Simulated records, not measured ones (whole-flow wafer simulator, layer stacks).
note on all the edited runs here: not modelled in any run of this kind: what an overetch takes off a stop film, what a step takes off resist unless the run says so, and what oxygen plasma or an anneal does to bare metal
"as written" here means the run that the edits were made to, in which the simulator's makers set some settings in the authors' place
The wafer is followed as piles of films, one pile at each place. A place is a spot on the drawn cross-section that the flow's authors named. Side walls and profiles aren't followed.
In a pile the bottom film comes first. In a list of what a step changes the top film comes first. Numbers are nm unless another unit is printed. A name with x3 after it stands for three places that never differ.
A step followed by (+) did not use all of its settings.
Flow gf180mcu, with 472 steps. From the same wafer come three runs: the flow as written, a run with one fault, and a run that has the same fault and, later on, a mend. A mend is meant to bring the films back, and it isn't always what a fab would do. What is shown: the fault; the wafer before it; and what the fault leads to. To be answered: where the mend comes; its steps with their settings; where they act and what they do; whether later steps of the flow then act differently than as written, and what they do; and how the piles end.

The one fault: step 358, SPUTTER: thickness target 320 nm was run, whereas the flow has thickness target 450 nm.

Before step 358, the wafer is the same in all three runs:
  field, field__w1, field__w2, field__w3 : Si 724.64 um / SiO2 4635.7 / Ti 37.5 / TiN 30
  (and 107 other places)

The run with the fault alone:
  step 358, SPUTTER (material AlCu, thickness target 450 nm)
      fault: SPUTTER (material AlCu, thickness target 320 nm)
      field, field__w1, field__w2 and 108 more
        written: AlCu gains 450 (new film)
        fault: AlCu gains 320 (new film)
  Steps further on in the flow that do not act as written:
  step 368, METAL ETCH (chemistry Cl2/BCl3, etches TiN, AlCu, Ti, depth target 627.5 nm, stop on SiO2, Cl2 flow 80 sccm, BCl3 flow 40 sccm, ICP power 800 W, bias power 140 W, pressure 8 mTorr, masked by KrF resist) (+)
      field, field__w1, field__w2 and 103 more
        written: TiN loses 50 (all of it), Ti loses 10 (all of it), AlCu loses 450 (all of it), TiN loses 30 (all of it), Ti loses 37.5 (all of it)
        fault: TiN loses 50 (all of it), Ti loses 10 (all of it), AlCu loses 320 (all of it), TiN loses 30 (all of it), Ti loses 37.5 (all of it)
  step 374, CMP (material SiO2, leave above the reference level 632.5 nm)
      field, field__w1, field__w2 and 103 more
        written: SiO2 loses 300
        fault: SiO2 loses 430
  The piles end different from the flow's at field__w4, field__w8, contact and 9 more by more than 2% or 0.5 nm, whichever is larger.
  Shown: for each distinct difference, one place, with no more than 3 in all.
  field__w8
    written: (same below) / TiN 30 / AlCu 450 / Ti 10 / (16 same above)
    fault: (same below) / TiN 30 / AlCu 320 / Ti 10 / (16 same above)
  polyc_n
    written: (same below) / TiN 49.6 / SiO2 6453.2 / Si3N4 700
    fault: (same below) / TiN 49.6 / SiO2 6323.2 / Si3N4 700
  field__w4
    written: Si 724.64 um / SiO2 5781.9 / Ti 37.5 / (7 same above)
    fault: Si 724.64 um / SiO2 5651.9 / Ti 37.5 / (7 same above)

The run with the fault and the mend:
  The mend follows step 358.
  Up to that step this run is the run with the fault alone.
  step 358a, SPUTTER (material AlCu, thickness target 130 nm) (the flow's step 358 again, with other settings)
      field, field__w1, field__w2 and 108 more
        AlCu gains 130
  Every later step of the flow that is run acts as written at every place that is followed.
  The piles end the same as the flow's at every place that both follow.
